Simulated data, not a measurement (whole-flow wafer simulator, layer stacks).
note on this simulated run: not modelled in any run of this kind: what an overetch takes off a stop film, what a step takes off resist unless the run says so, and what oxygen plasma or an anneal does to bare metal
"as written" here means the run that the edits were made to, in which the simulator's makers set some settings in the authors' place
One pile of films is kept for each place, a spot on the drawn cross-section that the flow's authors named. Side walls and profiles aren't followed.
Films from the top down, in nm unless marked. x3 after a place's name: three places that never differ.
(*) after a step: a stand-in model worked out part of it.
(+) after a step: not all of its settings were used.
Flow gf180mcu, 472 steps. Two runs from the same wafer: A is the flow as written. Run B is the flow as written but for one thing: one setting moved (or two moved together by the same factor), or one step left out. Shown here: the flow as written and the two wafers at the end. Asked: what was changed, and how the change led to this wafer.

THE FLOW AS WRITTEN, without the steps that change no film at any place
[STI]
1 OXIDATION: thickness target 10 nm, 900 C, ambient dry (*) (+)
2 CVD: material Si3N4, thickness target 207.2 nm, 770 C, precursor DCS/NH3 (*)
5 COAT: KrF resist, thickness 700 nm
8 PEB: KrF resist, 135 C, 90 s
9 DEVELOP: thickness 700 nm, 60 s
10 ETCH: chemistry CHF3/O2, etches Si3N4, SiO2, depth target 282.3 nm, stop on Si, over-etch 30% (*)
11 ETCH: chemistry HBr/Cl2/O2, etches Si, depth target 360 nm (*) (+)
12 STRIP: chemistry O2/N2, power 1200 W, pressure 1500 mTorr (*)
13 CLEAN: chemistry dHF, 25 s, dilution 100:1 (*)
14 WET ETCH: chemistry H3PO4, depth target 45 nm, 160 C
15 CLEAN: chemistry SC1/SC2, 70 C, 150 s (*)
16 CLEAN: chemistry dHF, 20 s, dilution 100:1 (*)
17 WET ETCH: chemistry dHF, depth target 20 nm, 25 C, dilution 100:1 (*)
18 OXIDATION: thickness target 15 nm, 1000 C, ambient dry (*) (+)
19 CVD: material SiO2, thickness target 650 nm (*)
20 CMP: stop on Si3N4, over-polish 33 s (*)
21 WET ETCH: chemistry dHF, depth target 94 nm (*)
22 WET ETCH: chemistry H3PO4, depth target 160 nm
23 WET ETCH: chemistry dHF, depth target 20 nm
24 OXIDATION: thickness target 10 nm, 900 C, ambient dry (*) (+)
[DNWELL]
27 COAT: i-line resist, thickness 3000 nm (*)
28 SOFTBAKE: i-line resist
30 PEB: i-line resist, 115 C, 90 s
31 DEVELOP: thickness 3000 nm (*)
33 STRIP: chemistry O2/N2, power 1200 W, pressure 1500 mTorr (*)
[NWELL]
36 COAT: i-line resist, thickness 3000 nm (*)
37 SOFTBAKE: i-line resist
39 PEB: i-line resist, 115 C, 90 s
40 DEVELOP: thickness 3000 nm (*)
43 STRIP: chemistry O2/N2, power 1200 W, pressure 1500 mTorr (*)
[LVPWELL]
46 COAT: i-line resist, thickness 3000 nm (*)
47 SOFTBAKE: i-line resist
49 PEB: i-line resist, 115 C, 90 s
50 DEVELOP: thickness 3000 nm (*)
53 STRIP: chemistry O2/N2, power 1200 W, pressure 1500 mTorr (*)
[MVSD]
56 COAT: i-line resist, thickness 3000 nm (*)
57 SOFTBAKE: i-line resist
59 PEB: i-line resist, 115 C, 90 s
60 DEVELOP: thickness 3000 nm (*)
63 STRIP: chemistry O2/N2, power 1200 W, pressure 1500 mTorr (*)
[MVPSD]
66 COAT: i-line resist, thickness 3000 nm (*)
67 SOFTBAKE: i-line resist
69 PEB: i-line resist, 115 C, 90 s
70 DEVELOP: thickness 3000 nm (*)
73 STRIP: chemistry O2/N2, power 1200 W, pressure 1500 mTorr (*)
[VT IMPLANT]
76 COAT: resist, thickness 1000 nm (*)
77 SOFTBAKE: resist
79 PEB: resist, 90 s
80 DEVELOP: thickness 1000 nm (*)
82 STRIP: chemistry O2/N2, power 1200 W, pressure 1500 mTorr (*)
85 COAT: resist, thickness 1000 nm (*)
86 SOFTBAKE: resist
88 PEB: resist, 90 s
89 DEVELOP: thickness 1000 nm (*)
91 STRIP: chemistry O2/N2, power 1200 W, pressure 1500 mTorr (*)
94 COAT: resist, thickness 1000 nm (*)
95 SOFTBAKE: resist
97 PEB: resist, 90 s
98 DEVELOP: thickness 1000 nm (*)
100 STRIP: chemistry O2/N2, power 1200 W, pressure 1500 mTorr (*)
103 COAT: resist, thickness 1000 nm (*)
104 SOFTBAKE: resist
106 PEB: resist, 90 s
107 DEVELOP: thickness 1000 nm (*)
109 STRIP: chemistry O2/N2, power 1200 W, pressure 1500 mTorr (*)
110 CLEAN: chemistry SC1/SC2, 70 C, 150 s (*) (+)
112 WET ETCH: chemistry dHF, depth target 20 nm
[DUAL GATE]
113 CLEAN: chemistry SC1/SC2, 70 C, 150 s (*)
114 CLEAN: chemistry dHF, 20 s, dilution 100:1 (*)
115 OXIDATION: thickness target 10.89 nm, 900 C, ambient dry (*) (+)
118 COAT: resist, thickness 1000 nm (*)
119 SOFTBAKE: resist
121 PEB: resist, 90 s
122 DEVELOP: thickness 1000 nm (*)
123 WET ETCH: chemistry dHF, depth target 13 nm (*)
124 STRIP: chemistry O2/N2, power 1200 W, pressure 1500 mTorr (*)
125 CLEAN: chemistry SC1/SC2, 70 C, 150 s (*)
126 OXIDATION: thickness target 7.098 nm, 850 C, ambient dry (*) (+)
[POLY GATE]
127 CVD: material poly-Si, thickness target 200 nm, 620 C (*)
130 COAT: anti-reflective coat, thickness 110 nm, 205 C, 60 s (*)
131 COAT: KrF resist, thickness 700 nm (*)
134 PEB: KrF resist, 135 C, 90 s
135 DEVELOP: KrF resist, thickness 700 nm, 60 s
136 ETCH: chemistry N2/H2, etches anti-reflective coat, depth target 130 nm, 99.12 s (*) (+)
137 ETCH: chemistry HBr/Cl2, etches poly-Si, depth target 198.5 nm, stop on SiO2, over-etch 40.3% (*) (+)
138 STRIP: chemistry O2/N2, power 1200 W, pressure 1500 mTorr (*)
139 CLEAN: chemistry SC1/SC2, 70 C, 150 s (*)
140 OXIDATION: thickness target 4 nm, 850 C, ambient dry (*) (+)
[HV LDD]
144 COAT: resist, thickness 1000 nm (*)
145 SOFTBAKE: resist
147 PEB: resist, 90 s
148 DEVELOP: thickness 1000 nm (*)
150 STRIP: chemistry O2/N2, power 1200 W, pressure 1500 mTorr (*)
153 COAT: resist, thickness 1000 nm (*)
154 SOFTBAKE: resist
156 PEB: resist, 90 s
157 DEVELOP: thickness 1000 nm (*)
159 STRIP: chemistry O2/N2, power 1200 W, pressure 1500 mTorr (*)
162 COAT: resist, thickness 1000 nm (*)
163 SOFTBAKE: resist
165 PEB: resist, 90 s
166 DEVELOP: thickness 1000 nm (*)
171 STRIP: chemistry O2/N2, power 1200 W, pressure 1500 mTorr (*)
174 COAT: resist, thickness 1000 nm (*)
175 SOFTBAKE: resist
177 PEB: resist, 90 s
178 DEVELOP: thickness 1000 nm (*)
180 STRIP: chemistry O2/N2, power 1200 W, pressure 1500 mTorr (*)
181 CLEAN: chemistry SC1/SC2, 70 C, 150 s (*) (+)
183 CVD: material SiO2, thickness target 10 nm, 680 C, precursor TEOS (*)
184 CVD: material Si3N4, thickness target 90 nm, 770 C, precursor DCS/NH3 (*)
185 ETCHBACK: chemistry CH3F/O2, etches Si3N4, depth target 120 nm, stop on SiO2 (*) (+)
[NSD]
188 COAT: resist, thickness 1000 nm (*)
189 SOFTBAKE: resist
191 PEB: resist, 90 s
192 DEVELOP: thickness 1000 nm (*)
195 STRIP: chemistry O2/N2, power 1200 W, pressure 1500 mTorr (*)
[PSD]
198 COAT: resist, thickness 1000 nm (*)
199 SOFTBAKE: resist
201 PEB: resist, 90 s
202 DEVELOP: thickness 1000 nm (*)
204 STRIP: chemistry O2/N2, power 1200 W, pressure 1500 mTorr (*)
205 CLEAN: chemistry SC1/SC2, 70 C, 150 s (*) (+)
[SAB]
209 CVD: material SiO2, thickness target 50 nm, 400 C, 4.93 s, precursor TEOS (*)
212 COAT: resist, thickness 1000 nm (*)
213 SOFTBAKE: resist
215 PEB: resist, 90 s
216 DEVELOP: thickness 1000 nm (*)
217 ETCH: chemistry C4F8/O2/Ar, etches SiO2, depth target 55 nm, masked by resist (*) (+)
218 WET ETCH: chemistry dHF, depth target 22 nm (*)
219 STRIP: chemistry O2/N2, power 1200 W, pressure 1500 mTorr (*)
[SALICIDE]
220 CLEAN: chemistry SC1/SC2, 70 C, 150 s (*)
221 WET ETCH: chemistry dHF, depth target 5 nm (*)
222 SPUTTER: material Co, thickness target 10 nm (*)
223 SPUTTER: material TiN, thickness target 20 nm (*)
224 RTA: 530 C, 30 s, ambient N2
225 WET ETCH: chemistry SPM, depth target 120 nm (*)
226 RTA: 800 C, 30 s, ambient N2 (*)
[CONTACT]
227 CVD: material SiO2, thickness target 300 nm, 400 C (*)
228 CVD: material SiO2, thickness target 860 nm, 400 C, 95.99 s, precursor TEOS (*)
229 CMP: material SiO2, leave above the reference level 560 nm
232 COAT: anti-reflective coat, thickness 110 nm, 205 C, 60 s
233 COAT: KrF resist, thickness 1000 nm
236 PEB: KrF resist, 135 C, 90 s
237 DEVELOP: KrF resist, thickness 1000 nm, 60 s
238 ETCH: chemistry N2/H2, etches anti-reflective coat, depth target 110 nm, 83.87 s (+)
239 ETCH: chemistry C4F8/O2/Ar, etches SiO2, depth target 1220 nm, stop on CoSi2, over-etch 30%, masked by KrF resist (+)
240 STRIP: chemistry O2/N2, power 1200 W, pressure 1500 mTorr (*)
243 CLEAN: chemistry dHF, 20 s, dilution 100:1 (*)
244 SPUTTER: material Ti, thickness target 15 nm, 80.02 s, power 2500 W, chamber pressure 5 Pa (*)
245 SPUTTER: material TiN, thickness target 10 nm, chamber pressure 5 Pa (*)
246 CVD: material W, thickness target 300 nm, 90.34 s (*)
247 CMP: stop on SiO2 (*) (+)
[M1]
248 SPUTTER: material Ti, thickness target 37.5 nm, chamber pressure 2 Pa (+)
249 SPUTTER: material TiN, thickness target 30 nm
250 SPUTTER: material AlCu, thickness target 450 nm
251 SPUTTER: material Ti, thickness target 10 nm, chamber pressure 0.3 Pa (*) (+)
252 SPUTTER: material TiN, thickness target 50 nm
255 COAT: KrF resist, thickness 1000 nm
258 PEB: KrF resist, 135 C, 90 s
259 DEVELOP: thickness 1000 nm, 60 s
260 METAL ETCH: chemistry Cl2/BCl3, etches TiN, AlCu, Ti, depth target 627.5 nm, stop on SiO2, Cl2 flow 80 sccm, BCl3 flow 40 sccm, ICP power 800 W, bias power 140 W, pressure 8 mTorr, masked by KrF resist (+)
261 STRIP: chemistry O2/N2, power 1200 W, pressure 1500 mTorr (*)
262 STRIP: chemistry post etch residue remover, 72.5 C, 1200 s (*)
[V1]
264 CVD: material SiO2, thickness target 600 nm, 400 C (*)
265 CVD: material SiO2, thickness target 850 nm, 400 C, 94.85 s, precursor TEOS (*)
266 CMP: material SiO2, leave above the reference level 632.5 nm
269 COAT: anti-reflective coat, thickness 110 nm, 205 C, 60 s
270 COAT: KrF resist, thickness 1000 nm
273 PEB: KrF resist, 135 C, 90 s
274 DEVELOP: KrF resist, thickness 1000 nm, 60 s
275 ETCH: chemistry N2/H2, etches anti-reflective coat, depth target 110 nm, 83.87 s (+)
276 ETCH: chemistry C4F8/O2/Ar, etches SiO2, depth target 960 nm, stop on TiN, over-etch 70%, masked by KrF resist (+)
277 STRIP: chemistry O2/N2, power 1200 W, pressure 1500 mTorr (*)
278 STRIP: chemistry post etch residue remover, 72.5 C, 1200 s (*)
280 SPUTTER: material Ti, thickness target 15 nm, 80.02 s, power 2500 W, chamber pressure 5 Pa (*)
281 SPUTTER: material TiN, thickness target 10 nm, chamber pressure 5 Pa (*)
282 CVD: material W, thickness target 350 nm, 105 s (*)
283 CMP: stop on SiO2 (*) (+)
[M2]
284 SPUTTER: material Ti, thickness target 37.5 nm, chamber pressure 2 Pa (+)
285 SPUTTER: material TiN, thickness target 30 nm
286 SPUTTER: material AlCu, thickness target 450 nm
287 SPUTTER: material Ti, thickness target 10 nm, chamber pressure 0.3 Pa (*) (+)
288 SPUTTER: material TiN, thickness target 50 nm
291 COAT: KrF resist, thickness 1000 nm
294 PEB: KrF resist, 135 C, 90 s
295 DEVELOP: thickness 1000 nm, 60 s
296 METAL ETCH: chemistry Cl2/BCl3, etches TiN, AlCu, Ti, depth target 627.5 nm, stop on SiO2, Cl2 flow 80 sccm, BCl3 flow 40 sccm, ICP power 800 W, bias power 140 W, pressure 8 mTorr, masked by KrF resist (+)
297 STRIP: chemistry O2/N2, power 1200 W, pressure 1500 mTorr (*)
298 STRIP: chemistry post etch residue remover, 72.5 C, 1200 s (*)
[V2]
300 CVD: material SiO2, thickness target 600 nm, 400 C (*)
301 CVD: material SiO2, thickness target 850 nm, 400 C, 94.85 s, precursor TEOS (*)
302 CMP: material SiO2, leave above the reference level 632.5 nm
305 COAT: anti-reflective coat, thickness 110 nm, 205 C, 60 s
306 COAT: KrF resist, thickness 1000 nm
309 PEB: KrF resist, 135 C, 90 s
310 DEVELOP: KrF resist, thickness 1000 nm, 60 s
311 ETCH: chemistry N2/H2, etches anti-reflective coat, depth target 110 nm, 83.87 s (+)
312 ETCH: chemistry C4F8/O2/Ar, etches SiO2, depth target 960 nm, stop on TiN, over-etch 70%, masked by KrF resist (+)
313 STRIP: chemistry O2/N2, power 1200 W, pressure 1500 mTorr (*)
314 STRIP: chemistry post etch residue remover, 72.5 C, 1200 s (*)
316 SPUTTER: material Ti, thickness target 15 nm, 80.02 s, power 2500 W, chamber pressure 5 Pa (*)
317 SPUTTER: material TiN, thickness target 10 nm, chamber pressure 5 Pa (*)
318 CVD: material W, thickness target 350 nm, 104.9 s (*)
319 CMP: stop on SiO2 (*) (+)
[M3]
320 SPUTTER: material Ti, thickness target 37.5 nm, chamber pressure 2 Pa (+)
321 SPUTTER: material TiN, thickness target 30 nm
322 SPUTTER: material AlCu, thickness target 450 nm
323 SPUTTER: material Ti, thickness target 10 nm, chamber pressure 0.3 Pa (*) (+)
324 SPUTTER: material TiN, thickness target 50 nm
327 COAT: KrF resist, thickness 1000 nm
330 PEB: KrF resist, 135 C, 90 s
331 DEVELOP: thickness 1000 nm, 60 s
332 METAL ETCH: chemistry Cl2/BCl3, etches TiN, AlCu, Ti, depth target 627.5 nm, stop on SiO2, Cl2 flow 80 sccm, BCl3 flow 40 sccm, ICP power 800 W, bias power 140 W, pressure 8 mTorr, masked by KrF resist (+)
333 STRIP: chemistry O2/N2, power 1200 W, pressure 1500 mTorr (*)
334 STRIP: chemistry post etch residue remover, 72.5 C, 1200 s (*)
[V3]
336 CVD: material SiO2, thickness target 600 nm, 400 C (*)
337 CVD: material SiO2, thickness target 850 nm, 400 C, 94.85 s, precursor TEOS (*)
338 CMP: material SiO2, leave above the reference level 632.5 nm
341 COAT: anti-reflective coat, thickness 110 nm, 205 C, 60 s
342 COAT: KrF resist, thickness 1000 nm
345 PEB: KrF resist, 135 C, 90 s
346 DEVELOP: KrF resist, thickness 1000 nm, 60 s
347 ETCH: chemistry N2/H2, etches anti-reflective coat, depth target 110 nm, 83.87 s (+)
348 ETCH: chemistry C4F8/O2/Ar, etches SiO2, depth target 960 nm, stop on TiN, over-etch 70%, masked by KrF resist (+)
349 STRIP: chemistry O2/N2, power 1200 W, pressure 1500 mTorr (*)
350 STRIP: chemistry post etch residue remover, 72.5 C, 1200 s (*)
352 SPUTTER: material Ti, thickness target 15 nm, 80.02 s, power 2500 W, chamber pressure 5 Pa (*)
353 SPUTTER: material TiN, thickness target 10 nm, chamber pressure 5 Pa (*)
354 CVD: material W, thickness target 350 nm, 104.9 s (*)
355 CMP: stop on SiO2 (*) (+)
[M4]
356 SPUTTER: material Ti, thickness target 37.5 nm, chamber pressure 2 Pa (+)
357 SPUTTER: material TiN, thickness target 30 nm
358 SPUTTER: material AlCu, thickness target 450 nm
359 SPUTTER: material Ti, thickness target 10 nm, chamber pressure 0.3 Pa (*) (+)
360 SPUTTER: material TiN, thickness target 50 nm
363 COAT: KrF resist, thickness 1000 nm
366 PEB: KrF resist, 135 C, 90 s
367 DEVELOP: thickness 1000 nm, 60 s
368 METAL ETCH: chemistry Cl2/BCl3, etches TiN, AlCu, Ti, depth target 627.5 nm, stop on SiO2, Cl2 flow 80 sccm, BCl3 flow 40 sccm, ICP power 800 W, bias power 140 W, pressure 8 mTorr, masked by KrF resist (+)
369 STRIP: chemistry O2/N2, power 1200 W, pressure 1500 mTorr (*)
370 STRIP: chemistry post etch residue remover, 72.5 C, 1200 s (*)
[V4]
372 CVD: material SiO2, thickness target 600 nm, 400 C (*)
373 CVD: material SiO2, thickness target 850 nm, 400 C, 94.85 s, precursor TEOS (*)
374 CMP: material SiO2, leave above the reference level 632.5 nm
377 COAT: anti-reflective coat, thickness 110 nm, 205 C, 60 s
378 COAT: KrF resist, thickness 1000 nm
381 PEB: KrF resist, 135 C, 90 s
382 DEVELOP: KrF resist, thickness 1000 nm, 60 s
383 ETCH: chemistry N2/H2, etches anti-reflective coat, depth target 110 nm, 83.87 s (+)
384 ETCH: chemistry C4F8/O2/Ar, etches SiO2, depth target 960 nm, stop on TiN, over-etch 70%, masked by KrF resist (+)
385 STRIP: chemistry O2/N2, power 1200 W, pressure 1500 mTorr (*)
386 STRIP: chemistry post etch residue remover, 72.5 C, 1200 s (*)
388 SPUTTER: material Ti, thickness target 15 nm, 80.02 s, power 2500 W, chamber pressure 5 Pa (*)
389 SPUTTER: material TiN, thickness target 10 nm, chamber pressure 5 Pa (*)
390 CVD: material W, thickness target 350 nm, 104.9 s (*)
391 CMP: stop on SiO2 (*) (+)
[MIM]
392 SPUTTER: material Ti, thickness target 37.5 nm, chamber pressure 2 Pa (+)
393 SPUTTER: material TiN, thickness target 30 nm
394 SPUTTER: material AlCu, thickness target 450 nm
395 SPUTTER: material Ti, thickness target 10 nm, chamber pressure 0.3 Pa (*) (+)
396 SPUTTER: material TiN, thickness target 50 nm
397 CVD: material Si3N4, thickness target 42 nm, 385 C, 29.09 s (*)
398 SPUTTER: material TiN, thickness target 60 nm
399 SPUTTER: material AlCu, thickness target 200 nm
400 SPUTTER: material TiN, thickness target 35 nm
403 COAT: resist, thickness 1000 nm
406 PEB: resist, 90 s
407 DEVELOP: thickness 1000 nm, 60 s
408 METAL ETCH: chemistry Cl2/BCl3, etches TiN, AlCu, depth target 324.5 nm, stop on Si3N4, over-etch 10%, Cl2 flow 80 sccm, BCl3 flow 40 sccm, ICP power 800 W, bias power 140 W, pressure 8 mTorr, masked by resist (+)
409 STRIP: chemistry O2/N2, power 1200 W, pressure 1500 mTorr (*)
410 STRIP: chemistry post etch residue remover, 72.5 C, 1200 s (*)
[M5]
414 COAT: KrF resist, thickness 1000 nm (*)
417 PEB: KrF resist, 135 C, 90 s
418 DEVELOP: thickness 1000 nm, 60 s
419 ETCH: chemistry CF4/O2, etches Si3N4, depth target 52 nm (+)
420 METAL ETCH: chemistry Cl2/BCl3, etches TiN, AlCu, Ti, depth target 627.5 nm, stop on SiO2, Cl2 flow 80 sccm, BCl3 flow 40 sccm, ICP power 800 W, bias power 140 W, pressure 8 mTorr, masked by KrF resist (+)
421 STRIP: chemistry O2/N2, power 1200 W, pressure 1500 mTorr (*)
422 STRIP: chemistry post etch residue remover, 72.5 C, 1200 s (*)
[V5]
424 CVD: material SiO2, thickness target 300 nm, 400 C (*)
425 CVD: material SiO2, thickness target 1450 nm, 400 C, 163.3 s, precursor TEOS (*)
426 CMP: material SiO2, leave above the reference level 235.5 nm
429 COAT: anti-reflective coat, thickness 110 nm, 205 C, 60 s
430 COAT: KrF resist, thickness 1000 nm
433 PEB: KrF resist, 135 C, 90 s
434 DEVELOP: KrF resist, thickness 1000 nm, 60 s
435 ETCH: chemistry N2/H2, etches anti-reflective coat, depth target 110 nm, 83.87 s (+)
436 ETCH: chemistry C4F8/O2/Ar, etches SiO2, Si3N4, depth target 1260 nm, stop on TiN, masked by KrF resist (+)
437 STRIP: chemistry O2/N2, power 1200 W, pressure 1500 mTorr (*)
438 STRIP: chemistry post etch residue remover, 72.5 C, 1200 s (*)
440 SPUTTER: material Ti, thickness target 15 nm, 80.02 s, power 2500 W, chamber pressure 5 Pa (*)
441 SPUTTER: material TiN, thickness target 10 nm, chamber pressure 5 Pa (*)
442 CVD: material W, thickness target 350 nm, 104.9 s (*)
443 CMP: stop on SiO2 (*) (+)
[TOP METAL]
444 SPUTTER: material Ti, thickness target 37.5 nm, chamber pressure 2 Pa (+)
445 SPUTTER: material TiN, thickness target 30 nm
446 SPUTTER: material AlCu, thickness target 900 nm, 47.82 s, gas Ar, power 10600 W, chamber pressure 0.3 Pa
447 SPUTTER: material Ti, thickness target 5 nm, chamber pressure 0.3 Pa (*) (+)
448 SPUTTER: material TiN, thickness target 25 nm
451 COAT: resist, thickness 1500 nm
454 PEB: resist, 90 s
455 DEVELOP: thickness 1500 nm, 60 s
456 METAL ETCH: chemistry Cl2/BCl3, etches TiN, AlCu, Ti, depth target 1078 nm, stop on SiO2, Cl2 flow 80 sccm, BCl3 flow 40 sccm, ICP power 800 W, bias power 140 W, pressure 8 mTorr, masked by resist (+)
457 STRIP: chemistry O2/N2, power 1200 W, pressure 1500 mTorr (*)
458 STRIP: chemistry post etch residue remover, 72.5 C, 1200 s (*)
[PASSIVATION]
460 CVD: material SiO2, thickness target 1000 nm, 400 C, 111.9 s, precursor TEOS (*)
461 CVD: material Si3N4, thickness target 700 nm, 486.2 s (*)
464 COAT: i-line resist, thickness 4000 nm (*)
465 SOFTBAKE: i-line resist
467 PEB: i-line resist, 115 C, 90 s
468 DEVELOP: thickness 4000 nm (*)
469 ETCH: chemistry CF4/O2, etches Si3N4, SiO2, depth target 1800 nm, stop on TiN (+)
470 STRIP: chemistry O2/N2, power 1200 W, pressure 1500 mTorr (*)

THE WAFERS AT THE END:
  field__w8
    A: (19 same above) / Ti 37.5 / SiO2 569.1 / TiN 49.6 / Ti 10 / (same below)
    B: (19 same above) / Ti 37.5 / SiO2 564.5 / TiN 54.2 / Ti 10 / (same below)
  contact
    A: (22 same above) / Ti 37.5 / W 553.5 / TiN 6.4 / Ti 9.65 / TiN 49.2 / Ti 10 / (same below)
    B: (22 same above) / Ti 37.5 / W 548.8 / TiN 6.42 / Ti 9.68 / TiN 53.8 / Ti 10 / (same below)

The cause: step 324, SPUTTER: thickness target 54.62 nm was run, where the flow has thickness target 50 nm.

How the change led to this, step by step:
  324 SPUTTER: material TiN, thickness target 50 nm
      field, field__w1, field__w2 and 108 more: A TiN +50 (new film) | B TiN +54.6 (new film)
  332 METAL ETCH: chemistry Cl2/BCl3, etches TiN, AlCu, Ti, depth target 627.5 nm, stop on SiO2, Cl2 flow 80 sccm, BCl3 flow 40 sccm, ICP power 800 W, bias power 140 W, pressure 8 mTorr, masked by KrF resist (+)
      field, field__w1, field__w2 and 103 more: A TiN -50 (all of it), Ti -10 (all of it), AlCu -450 (all of it), TiN -30 (all of it), Ti -37.5 (all of it) | B TiN -54.6 (all of it), Ti -10 (all of it), AlCu -450 (all of it), TiN -30 (all of it), Ti -37.5 (all of it)
